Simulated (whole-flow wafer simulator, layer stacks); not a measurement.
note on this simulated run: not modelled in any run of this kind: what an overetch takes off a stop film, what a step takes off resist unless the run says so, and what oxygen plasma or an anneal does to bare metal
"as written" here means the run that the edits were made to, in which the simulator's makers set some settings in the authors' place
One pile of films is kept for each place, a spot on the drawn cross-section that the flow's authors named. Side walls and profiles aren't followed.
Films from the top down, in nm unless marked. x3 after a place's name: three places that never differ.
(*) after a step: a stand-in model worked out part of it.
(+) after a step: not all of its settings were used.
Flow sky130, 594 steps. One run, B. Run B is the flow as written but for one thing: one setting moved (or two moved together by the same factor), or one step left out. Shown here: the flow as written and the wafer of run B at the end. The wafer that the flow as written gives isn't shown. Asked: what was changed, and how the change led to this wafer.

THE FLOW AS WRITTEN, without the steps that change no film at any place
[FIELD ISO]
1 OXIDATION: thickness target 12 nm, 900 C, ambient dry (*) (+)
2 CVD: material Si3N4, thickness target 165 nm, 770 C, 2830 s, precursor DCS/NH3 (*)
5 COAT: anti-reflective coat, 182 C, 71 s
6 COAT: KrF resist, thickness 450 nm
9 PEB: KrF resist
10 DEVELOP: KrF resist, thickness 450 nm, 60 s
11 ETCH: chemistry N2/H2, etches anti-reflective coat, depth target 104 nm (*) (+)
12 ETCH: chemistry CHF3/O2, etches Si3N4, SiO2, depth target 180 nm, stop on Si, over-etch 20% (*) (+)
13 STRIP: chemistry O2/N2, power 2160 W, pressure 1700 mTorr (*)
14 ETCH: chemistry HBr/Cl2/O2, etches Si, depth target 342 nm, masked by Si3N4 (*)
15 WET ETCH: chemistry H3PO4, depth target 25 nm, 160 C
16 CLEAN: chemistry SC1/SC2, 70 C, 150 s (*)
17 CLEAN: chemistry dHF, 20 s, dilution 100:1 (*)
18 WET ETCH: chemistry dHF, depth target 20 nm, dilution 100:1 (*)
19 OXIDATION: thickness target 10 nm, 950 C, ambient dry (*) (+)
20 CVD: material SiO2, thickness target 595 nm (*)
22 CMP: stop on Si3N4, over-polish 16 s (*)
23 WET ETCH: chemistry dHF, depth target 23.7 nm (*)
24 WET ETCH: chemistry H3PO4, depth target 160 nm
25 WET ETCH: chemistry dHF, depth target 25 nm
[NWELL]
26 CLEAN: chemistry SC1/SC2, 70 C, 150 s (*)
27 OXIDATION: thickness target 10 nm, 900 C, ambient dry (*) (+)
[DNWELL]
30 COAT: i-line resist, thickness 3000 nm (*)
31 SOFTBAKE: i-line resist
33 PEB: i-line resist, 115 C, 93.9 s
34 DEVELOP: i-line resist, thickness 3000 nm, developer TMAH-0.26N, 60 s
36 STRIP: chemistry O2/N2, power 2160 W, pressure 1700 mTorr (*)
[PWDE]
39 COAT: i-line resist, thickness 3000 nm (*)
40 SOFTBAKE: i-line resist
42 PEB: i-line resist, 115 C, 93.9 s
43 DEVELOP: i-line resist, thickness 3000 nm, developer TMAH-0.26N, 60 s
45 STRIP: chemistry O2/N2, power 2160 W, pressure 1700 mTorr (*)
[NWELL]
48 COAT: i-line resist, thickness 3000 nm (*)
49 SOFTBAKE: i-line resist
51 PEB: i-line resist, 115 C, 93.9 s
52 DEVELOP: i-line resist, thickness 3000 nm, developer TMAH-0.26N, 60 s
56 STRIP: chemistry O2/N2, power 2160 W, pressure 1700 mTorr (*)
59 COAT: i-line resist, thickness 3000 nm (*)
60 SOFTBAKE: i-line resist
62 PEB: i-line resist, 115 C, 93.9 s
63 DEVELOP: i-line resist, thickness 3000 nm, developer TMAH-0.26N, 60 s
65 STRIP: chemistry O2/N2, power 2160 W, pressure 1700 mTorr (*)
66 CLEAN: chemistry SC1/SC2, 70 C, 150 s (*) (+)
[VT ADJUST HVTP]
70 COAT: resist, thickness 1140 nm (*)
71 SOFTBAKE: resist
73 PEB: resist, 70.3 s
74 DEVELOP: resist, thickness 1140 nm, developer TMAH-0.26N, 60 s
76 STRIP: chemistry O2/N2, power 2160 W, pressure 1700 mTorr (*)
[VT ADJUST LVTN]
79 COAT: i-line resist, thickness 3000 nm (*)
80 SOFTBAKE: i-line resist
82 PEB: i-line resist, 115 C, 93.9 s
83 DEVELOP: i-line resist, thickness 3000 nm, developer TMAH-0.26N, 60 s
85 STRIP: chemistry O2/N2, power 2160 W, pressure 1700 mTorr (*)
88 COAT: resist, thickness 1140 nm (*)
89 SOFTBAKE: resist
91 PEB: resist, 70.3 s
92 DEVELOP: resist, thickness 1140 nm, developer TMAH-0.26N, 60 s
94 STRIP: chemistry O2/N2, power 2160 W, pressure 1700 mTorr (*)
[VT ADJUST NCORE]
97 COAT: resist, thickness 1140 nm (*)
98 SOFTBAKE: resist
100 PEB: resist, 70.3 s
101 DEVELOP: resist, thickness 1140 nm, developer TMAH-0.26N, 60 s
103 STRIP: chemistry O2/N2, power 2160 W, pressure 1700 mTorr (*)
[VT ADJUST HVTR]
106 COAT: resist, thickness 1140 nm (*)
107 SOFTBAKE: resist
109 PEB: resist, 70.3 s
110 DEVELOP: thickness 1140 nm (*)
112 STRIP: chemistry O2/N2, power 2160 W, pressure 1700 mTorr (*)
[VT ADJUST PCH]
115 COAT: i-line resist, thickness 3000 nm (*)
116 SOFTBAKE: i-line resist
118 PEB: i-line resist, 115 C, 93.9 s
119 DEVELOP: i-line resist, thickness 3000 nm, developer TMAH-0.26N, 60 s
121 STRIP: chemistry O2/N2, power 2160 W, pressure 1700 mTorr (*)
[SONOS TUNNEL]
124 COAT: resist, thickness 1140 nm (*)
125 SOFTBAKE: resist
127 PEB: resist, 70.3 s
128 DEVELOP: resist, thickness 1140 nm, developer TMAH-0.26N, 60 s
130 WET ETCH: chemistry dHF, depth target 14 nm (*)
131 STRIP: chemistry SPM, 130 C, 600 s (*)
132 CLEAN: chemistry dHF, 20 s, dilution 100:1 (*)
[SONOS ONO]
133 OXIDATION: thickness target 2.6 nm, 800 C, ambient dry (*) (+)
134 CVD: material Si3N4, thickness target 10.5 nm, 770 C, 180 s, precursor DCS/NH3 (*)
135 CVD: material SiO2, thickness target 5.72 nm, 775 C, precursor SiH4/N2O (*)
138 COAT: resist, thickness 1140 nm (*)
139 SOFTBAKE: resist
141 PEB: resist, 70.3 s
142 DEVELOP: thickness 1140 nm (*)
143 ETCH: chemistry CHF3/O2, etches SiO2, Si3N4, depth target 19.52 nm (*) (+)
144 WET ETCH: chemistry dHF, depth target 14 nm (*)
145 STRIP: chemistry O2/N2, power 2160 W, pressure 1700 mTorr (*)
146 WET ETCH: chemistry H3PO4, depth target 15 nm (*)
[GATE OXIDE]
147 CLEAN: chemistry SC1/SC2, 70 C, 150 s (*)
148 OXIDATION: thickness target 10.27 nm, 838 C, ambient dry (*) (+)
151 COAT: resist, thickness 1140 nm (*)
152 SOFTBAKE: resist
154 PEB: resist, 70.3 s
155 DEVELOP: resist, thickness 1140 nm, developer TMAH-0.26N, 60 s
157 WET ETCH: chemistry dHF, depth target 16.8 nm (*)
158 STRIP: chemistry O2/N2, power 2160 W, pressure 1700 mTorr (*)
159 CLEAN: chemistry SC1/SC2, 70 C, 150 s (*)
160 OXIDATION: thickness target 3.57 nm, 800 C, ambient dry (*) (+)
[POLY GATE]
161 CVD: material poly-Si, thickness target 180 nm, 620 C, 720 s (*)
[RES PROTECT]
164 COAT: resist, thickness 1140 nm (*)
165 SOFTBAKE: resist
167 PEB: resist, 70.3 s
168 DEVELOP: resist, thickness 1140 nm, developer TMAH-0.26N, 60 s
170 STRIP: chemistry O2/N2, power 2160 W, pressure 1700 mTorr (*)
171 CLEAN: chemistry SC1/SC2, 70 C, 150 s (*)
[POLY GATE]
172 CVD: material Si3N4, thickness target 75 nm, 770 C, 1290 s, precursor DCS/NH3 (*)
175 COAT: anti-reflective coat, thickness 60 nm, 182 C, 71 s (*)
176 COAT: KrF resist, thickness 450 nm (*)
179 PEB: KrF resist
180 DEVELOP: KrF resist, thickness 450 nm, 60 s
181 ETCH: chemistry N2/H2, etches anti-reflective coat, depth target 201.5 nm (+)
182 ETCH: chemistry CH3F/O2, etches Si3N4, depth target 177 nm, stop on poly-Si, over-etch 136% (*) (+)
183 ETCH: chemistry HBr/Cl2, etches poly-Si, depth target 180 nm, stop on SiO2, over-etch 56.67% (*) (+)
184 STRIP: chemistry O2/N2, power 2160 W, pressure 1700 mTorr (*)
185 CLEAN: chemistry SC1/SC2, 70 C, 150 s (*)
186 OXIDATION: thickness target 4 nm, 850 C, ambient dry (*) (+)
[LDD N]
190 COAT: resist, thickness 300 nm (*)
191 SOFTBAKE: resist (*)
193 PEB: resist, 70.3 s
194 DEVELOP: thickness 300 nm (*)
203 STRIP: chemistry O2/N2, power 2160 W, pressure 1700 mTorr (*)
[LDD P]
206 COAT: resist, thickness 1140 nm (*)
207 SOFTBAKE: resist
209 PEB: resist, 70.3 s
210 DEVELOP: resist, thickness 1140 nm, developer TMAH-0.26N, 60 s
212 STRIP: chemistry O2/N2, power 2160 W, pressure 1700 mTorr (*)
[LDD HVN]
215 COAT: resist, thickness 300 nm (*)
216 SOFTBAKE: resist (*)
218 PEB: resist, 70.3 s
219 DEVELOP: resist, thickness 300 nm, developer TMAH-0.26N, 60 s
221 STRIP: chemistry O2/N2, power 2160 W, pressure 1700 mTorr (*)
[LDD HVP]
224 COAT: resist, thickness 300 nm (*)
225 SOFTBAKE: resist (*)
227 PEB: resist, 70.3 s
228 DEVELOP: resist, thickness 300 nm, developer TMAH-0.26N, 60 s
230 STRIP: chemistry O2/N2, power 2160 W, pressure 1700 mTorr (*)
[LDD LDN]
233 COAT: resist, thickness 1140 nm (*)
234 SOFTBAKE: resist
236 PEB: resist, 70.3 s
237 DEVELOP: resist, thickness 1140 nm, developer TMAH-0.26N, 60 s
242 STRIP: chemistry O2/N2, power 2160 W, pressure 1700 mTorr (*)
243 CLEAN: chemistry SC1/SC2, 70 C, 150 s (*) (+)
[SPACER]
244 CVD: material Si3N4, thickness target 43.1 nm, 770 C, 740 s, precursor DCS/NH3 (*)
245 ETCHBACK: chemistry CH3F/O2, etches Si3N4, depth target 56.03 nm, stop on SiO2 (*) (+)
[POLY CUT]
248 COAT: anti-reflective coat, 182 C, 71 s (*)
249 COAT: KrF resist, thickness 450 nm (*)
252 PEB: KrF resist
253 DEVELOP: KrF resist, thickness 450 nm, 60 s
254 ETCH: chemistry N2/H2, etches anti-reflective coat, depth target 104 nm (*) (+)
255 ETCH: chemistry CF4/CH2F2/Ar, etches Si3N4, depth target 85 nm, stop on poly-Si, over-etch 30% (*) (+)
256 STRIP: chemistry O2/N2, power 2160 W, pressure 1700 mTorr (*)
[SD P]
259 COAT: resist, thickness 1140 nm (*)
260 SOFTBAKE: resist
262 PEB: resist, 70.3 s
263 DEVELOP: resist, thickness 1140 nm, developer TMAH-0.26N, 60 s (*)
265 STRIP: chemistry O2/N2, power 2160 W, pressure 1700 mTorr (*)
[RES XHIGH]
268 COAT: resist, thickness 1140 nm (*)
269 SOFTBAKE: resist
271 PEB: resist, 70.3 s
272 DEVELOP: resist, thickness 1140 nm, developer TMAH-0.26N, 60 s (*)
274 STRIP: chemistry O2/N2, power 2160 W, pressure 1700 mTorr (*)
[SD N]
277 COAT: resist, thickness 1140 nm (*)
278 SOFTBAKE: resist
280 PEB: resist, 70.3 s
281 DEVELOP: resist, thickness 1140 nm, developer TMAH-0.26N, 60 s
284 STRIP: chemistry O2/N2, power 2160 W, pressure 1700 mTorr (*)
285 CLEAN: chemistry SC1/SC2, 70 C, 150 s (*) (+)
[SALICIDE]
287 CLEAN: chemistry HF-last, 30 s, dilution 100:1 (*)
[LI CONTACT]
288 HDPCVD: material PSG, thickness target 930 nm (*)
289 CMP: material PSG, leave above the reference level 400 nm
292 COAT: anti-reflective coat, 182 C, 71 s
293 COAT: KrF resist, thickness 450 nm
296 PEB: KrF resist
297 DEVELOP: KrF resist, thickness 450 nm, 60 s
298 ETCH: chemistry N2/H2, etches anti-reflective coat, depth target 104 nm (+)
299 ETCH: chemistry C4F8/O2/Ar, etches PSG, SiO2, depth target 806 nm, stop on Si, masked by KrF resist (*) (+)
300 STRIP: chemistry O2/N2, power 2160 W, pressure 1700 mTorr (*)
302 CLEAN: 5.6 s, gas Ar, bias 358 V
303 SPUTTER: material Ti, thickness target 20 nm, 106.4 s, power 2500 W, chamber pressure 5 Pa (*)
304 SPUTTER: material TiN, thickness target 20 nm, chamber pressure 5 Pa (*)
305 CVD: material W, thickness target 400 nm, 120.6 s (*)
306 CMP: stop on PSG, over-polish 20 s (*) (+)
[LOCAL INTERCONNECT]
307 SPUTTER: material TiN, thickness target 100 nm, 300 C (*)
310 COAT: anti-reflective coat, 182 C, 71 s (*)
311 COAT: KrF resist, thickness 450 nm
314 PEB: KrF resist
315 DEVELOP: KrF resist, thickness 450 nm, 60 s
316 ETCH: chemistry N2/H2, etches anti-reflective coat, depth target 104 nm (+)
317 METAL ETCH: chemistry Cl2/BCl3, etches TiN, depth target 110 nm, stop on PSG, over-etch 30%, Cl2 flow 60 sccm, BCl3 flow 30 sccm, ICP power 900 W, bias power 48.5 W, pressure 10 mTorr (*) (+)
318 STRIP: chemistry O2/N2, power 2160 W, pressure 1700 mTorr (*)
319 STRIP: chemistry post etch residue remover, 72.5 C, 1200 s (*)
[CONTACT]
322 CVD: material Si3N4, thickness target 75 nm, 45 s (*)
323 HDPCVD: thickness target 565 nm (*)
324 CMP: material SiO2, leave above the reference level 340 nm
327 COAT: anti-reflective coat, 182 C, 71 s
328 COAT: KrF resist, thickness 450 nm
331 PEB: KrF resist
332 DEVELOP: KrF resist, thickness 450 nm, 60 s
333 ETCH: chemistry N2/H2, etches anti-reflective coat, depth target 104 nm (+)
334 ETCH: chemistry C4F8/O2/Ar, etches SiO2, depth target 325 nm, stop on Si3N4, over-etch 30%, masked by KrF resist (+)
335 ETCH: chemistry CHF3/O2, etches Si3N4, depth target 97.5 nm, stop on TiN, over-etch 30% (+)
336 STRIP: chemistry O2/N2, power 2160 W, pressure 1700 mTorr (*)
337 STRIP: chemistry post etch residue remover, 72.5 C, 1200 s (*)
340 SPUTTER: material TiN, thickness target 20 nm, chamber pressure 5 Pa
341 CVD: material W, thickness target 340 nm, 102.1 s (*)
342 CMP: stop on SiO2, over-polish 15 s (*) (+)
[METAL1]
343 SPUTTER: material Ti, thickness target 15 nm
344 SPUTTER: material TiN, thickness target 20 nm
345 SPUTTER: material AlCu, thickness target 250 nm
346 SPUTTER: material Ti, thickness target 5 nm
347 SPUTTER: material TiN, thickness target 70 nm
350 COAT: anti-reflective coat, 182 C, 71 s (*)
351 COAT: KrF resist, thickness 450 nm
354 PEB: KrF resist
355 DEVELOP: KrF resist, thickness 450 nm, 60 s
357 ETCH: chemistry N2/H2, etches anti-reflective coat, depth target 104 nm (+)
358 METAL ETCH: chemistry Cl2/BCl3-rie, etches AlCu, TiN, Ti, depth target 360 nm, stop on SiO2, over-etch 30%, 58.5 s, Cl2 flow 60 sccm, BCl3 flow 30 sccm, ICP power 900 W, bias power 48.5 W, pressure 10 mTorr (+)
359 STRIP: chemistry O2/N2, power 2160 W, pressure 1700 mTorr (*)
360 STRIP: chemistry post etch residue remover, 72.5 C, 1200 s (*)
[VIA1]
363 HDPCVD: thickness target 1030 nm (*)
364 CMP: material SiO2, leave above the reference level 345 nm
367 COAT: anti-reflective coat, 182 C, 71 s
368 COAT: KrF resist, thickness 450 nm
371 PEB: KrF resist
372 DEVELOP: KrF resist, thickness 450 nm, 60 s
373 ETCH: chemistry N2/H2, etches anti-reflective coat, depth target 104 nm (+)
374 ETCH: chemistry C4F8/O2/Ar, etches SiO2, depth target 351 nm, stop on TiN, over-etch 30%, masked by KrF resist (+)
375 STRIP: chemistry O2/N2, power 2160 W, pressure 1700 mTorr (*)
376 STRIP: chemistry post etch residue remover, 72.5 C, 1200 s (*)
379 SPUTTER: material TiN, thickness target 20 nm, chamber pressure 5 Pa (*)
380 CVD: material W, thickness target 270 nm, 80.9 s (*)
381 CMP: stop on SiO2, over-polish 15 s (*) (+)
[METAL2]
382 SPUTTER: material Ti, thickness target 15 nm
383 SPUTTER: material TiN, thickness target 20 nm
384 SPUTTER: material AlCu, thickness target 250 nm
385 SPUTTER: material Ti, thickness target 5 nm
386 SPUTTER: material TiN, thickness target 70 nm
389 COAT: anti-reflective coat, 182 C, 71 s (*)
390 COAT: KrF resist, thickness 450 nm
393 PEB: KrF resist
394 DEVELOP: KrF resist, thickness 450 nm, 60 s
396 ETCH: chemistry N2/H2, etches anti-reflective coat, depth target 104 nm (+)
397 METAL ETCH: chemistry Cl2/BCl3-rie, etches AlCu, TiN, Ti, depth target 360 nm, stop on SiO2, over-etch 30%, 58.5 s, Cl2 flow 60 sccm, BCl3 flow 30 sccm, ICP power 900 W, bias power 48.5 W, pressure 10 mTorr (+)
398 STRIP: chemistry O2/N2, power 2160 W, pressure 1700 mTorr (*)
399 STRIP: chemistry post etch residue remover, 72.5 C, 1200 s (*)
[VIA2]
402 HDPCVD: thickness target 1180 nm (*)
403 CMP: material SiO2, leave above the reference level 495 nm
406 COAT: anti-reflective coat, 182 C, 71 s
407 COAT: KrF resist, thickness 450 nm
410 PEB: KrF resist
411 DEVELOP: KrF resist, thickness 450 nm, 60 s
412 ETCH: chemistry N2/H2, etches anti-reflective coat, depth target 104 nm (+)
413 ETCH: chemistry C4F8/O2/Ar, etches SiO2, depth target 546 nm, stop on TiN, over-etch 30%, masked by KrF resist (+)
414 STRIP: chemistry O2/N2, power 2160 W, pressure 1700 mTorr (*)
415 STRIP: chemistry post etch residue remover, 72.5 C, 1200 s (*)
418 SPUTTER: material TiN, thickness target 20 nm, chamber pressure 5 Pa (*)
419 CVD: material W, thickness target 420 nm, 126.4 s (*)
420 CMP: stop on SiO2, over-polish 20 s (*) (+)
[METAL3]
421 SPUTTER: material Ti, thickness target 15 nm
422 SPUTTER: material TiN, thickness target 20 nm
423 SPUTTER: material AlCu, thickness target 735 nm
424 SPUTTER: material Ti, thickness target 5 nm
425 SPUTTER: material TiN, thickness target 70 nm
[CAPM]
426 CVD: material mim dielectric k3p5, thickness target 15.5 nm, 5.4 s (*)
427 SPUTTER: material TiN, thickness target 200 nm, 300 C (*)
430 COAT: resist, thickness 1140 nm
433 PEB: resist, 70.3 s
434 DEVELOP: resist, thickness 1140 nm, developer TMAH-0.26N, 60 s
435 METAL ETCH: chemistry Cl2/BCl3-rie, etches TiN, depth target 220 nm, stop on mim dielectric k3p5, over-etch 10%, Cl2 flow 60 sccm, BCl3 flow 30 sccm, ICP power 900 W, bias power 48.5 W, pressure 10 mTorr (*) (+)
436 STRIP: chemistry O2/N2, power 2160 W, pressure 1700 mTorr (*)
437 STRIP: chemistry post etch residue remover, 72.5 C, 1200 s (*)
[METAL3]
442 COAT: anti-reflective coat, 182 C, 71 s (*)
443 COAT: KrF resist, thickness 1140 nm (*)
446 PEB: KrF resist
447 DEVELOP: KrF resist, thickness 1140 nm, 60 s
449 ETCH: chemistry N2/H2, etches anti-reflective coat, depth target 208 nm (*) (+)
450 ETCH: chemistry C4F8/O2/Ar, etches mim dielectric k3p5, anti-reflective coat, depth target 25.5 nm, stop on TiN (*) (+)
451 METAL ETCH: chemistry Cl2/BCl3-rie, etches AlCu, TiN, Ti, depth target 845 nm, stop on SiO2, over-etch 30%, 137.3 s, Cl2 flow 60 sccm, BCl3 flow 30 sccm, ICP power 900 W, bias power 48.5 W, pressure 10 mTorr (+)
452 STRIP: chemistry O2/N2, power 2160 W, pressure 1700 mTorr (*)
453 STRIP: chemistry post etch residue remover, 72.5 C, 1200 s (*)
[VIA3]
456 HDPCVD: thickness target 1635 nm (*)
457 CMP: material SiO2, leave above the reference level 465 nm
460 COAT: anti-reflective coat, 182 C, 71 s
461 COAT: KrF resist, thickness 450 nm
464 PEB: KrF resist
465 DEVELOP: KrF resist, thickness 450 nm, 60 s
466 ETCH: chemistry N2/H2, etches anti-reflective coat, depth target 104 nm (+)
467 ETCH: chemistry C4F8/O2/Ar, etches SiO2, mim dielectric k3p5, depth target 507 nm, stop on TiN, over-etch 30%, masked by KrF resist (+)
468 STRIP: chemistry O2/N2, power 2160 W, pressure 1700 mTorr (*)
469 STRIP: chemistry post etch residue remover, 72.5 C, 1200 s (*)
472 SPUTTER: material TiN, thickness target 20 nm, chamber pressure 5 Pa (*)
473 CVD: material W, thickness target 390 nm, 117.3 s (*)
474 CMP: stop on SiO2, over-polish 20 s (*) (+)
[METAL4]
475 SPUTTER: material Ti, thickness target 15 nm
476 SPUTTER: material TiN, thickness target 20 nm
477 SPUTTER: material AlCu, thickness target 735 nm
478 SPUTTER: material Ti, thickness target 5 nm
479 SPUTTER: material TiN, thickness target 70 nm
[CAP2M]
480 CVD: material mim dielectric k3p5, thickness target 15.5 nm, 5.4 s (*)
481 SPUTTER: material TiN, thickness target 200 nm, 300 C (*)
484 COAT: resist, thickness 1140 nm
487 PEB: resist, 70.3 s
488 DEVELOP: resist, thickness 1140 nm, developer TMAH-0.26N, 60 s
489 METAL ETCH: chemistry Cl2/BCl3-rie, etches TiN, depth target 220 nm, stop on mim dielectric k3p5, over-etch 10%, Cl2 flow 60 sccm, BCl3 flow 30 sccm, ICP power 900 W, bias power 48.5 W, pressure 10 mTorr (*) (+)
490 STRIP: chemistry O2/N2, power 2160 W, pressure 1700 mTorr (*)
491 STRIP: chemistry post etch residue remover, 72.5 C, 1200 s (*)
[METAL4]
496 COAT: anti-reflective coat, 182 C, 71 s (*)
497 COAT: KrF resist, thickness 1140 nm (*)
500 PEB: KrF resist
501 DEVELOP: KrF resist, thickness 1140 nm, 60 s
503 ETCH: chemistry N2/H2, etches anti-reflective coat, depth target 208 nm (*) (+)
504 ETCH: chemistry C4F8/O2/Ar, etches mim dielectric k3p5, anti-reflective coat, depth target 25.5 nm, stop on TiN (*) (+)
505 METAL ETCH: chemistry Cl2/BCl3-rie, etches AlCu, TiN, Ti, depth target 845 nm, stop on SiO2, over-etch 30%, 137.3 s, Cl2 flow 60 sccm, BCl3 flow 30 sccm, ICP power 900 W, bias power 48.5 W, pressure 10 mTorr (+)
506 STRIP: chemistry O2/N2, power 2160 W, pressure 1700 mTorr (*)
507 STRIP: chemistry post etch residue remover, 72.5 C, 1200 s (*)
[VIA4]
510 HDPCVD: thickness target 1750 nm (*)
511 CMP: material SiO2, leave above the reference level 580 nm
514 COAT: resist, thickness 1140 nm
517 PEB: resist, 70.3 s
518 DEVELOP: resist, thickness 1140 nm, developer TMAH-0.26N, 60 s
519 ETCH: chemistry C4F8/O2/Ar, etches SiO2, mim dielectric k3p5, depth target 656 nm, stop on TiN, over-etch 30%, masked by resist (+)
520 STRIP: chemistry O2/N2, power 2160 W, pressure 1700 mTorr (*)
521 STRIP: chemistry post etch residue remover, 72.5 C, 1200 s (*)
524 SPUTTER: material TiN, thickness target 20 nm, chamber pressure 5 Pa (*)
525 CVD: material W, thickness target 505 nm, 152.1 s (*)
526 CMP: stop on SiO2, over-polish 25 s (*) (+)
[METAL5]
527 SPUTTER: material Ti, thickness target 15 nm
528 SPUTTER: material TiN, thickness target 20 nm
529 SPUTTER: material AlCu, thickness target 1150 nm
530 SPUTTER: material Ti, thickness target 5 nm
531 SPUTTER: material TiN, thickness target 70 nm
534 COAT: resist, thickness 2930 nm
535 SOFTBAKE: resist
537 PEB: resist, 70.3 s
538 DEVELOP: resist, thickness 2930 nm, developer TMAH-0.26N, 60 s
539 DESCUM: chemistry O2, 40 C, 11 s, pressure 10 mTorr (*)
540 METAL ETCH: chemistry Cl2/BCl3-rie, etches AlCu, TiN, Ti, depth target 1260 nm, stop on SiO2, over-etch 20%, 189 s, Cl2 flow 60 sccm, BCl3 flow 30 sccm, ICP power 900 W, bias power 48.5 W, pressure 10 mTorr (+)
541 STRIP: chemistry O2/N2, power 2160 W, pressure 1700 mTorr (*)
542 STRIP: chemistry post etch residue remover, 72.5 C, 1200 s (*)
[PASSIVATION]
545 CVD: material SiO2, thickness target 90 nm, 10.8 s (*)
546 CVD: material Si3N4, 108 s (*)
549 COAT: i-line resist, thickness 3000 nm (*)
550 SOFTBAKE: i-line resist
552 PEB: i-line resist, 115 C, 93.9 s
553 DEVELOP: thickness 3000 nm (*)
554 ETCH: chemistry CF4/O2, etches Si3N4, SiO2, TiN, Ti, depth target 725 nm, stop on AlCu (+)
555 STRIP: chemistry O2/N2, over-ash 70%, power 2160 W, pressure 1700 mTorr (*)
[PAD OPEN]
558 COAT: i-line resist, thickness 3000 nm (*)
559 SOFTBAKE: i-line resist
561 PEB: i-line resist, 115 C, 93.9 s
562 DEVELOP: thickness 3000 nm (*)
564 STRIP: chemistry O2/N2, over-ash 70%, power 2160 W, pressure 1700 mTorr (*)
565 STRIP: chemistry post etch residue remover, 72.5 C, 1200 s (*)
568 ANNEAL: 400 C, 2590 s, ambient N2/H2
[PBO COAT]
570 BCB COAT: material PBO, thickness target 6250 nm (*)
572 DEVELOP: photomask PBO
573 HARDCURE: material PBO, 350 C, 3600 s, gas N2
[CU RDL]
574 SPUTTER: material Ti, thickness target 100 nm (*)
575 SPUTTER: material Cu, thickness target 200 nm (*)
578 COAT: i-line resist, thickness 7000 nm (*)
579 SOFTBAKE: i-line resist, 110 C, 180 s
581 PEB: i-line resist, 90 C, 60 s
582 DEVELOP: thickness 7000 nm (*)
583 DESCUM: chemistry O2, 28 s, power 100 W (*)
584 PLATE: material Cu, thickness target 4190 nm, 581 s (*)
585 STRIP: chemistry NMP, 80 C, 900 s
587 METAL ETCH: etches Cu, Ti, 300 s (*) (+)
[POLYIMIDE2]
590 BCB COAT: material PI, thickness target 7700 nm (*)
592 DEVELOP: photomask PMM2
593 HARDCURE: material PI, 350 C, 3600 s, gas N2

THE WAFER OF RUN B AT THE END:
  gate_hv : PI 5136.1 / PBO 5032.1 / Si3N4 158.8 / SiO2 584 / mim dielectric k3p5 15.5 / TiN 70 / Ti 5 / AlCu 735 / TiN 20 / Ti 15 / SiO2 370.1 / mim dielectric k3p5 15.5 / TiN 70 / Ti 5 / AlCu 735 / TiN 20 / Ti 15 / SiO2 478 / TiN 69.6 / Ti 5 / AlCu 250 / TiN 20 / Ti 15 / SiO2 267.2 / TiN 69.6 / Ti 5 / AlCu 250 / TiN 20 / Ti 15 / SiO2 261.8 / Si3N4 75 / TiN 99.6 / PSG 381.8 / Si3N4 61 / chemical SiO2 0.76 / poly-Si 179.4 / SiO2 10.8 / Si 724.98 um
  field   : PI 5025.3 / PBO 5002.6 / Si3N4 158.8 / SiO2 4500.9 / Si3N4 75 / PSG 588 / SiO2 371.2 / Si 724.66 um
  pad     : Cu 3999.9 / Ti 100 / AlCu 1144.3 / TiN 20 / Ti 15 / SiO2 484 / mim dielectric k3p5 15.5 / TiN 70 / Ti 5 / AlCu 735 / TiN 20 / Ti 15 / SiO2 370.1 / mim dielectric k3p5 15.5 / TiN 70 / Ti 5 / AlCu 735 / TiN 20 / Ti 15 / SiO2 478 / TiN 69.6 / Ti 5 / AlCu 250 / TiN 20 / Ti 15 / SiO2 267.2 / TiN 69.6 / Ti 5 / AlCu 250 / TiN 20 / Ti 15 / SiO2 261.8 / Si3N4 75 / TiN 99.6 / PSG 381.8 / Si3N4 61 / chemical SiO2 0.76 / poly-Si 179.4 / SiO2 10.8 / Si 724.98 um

The cause: step 403, CMP: leave above the reference level 557 nm was run, where the flow has leave above the reference level 495 nm.

How the change led to this, step by step:
  403 CMP: material SiO2, leave above the reference level 495 nm
      n_well, p_well, gate_hv and 101 more: SiO2 -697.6 (as written it would be: SiO2 -759.6)
      field, active, gate and 82 more: SiO2 -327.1 (as written it would be: SiO2 -389.1)
      (and at 2 more places)
  413 ETCH: chemistry C4F8/O2/Ar, etches SiO2, depth target 546 nm, stop on TiN, over-etch 30%, masked by KrF resist (+)
      m1: SiO2 -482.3 (all of it) (as written it would be: SiO2 -420.3 (all of it))
      via2_hole: SiO2 -481.8 (all of it) (as written it would be: SiO2 -419.8 (all of it))
  418 SPUTTER: material TiN, thickness target 20 nm, chamber pressure 5 Pa (*)
      m1: TiN +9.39 (as written it would be: TiN +10.2)
      via2_hole: TiN +9.38 (as written it would be: TiN +10.2)
  419 CVD: material W, thickness target 420 nm, 126.4 s (*)
      m1: W +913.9 (new film) (as written it would be: W +851.1 (new film))
      via2_hole: W +913.5 (new film) (as written it would be: W +850.7 (new film))
